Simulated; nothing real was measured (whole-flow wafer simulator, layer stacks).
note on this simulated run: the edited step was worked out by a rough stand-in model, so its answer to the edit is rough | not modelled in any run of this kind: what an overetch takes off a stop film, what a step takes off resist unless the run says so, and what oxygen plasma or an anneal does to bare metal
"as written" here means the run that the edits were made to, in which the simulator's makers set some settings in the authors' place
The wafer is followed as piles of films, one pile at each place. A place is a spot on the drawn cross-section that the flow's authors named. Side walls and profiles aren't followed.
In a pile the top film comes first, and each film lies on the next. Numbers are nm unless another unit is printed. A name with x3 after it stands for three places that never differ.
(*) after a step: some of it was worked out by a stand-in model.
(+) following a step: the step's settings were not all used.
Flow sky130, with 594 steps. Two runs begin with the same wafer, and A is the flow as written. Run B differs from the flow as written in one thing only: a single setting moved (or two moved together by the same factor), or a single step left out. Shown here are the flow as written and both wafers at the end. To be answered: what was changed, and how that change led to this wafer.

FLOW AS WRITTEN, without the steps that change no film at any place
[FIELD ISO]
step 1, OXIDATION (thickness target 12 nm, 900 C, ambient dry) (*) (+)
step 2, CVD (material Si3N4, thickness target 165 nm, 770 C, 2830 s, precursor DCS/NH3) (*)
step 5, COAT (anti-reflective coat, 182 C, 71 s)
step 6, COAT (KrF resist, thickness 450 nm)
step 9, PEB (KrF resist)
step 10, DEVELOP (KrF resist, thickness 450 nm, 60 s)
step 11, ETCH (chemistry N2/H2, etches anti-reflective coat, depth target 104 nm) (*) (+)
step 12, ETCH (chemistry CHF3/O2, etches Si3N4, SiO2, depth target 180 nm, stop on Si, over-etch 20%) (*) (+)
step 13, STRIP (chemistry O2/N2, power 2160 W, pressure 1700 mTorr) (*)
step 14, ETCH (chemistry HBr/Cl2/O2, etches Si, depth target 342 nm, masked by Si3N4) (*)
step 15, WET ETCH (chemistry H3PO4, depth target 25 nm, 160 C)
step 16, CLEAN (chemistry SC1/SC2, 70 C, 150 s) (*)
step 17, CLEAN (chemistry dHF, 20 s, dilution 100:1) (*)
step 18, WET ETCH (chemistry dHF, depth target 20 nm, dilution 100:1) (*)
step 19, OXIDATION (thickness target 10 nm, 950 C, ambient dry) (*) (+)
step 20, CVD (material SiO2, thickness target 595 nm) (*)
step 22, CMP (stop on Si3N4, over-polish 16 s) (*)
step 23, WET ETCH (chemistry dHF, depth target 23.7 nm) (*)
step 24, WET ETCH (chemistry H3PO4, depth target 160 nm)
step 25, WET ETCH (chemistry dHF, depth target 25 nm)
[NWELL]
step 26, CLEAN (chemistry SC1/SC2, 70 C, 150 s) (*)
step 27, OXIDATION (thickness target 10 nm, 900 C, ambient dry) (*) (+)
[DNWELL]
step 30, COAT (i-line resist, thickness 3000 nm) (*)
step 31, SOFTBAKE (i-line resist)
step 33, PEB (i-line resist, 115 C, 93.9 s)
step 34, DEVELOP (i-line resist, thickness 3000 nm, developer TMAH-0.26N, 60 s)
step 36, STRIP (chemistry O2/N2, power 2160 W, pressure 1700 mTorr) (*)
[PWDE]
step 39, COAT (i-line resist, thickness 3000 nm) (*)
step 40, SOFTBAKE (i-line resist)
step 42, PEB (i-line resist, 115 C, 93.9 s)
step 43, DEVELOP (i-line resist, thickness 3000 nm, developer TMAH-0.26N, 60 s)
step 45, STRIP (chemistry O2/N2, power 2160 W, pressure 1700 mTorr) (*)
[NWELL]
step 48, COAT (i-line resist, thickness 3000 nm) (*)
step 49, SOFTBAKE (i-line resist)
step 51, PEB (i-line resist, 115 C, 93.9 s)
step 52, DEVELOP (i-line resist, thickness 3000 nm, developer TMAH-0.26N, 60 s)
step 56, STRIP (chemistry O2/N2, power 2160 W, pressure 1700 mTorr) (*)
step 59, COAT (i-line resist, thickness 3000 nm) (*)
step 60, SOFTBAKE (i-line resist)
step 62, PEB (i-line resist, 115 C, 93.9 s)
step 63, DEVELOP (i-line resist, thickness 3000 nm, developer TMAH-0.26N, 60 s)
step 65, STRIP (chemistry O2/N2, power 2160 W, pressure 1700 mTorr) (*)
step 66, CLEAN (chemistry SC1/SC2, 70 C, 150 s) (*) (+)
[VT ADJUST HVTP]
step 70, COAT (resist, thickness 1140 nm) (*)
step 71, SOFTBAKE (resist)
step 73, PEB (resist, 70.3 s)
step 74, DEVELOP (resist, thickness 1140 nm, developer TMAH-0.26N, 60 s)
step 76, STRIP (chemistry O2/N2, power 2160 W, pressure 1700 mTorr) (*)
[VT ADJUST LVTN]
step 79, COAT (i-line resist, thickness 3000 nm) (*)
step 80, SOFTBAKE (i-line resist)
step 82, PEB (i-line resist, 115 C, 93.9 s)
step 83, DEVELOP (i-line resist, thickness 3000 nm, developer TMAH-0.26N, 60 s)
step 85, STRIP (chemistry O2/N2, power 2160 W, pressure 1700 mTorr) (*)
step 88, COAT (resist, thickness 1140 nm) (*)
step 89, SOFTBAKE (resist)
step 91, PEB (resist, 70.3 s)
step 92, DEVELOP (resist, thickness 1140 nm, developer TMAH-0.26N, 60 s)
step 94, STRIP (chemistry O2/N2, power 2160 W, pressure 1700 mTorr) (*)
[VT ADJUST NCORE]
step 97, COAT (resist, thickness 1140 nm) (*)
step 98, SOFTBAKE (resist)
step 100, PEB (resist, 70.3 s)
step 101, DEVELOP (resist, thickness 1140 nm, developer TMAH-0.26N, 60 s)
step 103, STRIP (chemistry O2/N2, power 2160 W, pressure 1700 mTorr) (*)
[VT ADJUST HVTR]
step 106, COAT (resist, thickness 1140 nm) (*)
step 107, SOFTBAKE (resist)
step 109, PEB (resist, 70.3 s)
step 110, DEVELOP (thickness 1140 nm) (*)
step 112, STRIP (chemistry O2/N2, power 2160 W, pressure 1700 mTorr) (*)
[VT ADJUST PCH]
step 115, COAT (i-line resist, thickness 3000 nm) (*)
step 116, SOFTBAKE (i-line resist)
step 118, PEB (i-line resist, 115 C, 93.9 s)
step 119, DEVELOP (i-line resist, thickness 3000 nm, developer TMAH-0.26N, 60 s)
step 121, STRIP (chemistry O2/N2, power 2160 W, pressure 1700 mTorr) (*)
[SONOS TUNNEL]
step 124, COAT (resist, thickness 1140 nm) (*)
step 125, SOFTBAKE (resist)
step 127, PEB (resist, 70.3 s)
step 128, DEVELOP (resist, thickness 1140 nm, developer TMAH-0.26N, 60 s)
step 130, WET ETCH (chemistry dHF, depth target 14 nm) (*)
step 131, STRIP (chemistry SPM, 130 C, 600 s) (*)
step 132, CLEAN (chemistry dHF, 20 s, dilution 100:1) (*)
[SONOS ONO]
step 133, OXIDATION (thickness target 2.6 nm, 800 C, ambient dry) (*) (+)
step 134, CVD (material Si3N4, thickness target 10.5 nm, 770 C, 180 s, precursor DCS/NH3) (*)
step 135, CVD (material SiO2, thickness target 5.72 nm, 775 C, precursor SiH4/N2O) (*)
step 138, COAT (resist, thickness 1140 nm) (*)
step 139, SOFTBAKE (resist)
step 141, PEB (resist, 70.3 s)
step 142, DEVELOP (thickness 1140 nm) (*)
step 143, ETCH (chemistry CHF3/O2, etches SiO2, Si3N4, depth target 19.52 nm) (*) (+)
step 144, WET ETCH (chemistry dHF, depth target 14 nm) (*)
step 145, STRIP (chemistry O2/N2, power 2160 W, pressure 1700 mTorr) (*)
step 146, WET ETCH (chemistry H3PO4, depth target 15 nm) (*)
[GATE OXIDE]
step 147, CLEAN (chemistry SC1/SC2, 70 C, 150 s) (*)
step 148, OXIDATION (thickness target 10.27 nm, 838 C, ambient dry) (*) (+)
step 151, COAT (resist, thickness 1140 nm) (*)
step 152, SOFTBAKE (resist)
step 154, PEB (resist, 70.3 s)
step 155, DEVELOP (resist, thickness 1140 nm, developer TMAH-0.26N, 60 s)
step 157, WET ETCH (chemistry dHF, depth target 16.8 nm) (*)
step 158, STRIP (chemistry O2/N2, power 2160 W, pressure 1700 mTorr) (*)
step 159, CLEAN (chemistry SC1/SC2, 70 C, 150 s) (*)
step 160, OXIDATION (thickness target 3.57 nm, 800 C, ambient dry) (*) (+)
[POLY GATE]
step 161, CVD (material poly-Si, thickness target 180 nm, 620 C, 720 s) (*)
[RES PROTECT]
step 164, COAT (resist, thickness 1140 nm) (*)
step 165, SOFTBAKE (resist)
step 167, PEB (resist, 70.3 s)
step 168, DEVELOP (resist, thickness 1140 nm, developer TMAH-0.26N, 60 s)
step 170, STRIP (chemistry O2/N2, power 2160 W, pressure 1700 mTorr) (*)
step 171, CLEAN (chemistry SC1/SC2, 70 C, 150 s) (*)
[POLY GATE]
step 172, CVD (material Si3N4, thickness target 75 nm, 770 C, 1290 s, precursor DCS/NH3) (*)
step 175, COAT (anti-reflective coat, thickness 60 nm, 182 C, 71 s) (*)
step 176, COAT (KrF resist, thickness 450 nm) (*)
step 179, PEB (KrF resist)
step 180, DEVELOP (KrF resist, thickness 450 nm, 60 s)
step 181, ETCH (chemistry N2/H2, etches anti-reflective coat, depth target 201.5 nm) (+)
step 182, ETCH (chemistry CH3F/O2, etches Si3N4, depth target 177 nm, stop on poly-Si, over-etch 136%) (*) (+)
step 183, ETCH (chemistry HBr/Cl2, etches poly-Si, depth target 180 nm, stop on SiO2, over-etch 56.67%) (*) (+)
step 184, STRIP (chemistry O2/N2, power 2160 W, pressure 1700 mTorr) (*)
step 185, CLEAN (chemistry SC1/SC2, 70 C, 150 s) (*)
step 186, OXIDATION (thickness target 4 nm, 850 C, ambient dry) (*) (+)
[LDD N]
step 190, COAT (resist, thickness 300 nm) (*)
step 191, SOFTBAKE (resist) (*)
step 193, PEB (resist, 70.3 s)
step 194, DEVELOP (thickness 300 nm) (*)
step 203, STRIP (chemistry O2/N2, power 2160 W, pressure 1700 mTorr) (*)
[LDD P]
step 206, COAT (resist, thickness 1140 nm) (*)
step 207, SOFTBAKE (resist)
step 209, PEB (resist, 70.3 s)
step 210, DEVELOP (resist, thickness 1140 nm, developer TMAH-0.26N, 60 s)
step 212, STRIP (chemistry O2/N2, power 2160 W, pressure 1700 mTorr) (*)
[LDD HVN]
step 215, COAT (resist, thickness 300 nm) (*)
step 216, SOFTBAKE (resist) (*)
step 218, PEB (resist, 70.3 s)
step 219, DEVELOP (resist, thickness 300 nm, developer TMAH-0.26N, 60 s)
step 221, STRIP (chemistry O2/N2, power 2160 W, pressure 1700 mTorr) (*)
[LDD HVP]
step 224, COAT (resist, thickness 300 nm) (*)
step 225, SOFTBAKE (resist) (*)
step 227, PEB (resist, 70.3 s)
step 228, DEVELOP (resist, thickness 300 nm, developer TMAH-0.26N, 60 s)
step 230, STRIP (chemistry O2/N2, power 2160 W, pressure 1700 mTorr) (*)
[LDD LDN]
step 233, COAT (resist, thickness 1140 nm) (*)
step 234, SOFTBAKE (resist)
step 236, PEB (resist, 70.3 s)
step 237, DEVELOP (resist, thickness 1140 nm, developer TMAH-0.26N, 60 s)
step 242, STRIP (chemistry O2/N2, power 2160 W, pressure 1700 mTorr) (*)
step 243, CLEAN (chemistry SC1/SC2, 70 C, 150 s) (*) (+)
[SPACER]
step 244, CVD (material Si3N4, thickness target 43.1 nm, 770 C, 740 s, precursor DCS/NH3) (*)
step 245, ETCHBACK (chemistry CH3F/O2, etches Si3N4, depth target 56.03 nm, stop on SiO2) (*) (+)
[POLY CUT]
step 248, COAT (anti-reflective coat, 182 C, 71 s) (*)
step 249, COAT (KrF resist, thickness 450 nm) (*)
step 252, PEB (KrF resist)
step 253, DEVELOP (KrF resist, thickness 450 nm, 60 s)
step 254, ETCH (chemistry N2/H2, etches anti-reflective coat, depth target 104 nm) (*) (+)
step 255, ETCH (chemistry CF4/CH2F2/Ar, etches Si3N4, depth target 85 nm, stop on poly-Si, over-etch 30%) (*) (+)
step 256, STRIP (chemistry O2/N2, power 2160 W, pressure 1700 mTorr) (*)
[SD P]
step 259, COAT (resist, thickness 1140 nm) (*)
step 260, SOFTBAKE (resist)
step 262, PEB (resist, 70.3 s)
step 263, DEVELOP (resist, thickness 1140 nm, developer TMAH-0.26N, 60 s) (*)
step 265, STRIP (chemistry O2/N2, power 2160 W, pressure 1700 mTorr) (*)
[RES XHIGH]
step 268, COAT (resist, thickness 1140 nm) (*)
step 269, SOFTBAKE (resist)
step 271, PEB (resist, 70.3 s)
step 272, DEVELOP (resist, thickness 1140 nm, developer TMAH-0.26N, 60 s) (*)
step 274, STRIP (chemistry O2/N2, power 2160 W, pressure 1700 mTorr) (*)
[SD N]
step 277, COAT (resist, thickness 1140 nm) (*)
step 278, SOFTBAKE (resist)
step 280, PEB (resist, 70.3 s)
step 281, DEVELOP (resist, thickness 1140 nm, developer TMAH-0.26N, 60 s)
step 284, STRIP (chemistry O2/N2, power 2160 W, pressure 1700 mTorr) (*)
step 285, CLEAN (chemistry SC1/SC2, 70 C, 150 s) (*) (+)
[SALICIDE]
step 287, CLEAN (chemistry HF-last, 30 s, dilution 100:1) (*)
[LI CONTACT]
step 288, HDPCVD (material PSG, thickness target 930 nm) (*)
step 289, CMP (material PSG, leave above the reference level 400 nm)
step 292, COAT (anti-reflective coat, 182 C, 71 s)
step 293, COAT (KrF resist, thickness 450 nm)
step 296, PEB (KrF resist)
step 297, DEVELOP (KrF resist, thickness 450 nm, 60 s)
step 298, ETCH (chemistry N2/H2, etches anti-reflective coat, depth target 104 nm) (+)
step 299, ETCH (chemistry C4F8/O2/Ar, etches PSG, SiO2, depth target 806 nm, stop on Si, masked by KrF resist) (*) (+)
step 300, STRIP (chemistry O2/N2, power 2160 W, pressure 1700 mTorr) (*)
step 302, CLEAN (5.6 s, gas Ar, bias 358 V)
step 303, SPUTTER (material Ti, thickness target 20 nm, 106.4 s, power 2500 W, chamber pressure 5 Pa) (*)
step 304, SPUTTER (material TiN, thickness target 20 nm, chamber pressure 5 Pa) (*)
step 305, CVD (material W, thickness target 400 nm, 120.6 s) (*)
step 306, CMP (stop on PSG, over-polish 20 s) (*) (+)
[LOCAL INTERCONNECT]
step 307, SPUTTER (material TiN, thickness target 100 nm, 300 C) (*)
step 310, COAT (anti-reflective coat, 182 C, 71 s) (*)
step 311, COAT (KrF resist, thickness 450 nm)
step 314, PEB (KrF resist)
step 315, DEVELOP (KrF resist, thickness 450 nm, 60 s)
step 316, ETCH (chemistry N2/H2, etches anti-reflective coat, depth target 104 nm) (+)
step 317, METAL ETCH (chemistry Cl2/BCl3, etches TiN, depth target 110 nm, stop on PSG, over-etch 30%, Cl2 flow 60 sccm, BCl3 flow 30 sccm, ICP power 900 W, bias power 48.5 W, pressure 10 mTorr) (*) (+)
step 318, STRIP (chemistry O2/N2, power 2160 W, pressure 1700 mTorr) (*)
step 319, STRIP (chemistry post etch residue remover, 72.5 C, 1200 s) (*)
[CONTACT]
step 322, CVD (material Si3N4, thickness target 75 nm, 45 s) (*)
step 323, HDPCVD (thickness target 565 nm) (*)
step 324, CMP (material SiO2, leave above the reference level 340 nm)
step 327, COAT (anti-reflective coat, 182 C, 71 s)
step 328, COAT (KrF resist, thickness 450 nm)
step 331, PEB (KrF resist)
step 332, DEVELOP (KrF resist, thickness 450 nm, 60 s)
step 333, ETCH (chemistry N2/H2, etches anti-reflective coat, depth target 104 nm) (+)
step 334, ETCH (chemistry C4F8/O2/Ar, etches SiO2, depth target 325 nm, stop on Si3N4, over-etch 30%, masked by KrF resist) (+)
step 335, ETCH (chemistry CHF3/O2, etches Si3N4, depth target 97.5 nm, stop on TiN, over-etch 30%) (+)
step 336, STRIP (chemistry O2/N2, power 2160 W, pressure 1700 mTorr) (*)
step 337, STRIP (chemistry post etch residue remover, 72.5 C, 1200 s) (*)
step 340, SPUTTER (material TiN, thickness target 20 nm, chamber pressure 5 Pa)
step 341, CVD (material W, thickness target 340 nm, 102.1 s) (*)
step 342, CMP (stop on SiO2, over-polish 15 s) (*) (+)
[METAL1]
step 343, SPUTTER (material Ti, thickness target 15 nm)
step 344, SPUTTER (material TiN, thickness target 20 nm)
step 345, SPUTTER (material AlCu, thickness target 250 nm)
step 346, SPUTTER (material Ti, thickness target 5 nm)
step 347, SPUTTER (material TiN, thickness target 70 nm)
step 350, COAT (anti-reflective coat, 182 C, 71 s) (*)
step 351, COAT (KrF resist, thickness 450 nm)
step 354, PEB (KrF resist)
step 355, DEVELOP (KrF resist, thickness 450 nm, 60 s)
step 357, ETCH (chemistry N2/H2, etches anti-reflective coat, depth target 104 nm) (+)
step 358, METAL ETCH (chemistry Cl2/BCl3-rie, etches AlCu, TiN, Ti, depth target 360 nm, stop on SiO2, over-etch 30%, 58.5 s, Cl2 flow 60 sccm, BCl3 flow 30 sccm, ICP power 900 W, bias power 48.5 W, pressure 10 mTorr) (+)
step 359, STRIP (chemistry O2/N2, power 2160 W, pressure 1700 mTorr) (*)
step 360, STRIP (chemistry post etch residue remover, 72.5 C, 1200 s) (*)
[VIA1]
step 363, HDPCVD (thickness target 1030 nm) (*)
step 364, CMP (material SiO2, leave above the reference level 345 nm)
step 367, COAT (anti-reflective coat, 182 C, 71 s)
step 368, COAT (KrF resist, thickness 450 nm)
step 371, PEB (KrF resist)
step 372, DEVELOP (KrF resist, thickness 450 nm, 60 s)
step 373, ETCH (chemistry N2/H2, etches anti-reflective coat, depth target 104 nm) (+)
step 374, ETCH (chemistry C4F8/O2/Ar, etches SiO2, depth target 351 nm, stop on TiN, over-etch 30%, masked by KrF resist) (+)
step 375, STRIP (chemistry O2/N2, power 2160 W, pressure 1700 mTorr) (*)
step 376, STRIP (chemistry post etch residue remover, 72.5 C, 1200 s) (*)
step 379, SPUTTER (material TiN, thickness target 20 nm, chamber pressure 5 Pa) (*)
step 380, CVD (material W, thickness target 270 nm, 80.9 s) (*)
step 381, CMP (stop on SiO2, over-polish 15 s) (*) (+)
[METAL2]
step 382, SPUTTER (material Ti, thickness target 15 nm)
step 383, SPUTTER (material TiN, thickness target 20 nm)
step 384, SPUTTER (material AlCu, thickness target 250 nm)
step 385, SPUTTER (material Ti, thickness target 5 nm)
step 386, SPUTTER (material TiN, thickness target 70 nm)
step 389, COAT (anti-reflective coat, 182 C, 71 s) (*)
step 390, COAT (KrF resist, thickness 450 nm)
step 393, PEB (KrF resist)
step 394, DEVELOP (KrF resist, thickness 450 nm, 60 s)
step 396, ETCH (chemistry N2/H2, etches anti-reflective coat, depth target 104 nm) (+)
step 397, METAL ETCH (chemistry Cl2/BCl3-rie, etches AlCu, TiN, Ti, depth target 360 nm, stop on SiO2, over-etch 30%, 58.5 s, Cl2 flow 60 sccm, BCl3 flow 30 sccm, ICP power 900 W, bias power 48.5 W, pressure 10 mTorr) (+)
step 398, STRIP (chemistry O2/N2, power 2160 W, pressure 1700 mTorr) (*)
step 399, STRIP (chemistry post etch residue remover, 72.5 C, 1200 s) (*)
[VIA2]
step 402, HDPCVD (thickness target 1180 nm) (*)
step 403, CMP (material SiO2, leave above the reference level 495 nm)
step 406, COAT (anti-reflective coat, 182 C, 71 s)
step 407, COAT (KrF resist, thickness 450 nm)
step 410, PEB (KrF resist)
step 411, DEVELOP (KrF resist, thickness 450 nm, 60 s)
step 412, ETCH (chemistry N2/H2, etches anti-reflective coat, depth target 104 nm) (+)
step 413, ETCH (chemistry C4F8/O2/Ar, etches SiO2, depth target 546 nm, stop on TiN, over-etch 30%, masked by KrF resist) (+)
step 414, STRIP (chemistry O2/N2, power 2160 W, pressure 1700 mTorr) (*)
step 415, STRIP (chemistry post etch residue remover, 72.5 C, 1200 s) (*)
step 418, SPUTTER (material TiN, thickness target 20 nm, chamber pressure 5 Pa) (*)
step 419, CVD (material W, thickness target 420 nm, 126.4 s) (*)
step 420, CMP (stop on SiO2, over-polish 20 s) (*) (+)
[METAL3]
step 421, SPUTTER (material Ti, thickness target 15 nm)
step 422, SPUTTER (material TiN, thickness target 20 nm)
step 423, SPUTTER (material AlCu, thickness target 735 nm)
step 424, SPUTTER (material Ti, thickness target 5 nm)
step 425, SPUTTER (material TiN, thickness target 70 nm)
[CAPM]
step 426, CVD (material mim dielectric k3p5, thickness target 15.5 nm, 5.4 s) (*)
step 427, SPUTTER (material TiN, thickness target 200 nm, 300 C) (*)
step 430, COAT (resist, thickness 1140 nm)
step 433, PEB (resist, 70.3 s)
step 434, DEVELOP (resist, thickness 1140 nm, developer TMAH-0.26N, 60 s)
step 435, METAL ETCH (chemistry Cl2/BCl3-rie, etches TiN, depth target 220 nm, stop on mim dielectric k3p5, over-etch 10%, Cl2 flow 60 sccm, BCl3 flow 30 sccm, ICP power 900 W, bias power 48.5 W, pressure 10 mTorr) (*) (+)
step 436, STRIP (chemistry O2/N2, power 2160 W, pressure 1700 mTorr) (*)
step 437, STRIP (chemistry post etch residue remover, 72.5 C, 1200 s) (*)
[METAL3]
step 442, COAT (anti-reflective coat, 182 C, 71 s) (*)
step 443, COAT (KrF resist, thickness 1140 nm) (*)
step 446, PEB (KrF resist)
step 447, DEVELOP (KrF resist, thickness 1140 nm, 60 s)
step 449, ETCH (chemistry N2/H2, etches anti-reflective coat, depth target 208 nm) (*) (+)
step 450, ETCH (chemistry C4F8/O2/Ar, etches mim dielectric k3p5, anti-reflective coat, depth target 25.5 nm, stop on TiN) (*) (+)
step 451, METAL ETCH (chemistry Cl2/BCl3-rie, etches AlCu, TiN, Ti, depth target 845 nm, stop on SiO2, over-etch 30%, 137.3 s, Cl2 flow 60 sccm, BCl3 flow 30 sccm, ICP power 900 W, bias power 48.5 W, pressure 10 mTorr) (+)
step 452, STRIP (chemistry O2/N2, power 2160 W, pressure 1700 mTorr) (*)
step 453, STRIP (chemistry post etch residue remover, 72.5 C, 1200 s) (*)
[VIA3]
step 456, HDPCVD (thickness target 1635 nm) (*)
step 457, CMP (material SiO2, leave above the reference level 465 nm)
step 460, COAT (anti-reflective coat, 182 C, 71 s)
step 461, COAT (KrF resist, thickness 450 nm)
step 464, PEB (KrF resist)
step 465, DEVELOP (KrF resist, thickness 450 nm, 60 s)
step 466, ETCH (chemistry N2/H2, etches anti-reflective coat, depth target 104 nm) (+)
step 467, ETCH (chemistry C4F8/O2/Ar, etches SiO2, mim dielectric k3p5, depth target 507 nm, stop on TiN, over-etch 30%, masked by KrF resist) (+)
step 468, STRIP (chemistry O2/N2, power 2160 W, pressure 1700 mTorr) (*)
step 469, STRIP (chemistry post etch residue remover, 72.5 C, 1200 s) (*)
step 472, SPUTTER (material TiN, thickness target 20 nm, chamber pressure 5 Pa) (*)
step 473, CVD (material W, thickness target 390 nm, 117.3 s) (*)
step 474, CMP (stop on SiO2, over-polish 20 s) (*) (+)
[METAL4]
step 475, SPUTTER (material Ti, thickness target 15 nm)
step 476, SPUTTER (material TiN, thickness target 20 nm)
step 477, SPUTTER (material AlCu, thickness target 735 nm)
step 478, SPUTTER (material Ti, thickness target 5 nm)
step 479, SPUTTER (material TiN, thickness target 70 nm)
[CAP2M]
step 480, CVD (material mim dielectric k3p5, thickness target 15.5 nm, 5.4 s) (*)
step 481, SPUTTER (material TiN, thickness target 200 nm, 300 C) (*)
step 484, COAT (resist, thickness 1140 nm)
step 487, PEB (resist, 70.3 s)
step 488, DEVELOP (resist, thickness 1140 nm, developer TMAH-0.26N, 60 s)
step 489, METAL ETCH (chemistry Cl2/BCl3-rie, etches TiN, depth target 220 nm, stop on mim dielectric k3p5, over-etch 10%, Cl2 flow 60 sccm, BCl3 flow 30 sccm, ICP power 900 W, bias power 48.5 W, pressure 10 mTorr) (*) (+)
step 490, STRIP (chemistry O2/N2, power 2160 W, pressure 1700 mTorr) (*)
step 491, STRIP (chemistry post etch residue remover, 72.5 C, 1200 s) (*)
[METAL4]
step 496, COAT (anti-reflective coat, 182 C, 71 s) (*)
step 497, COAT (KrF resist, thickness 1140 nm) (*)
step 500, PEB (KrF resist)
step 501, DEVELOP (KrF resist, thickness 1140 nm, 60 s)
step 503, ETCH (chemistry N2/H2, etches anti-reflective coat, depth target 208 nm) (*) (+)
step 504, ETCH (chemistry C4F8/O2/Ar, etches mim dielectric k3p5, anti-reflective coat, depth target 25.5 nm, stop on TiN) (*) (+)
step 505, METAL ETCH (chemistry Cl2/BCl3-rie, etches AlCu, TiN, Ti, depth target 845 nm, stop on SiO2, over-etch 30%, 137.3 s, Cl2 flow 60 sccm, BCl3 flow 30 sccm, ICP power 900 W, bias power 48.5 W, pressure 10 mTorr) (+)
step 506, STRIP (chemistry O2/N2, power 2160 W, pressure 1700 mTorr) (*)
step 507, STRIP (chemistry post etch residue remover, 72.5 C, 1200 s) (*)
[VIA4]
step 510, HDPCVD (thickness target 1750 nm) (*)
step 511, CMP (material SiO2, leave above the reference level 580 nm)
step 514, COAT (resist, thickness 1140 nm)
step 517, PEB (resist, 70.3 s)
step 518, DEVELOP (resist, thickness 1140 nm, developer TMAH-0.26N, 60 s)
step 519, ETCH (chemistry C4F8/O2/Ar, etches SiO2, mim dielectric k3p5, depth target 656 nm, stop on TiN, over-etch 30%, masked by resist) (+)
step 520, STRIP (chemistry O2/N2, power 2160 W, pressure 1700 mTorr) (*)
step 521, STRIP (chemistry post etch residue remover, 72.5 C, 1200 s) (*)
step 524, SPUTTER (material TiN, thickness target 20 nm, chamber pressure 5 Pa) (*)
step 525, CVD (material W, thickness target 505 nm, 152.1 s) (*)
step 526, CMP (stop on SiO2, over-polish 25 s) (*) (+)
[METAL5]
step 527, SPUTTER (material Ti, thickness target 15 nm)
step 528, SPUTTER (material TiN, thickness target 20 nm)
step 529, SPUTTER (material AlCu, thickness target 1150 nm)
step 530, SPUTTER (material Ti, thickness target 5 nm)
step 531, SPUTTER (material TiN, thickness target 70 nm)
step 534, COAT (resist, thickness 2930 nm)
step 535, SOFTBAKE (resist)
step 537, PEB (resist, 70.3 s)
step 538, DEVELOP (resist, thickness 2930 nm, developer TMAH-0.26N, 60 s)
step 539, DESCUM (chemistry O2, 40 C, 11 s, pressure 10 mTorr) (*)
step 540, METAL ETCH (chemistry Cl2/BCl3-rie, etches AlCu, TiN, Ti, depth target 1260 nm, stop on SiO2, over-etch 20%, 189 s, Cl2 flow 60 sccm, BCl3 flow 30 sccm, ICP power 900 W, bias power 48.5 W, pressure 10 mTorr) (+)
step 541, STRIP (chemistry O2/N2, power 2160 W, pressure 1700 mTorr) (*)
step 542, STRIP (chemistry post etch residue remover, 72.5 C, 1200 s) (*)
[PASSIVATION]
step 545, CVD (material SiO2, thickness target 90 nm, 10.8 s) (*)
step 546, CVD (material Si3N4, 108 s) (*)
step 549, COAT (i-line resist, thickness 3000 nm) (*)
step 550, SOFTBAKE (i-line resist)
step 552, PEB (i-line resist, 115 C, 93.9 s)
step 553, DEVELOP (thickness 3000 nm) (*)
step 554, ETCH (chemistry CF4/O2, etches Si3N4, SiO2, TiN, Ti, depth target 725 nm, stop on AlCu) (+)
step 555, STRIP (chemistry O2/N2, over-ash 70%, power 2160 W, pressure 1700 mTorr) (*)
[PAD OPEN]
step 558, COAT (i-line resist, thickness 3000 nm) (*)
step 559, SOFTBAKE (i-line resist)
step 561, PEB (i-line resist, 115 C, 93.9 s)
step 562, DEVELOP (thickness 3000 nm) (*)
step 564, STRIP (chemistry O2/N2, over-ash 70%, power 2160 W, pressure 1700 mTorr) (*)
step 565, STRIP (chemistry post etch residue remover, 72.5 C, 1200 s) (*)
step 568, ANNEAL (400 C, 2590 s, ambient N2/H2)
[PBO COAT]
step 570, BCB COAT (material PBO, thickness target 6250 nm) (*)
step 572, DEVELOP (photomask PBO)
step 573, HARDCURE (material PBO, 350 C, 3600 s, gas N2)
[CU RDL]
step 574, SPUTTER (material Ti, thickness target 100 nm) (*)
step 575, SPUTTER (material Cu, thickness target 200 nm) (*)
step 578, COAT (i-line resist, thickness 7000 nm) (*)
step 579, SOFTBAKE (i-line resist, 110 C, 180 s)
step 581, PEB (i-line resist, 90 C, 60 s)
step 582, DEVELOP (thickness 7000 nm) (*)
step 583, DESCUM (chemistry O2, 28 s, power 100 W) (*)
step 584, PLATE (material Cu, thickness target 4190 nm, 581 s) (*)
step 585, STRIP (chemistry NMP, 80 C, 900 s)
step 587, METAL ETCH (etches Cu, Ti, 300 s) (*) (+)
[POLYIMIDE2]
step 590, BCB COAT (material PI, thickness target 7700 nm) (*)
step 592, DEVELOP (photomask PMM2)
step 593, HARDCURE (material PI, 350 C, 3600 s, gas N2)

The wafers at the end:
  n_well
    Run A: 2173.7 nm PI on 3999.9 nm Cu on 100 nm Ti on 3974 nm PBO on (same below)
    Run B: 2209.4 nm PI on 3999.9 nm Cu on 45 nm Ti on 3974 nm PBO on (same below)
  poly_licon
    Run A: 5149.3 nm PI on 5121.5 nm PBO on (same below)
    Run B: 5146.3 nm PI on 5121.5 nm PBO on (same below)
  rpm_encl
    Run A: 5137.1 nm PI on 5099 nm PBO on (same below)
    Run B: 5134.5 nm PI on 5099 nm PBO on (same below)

What caused this: step 574, SPUTTER: thickness target 45 nm was run, though the flow has thickness target 100 nm.
The wafer itself shows it: n_well has Ti 45, and step 574 as written asks for 100 nm.

The path from the change to this, step by step:
  step 574, SPUTTER (material Ti, thickness target 100 nm) (*)
      field, active, n_well and 190 more: A Ti gains 100 (new film) | B Ti gains 45 (new film)
  step 587, METAL ETCH (etches Cu, Ti, 300 s) (*) (+)
      field, active, gate and 167 more: A Cu loses 200 (all of it), Ti loses 100 (all of it) | B Cu loses 200 (all of it), Ti loses 45 (all of it)
  step 590, BCB COAT (material PI, thickness target 7700 nm) (*)
      de16_gate_nw: A PI gains 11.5 um (new film) | B PI gains 11.45 um (new film)
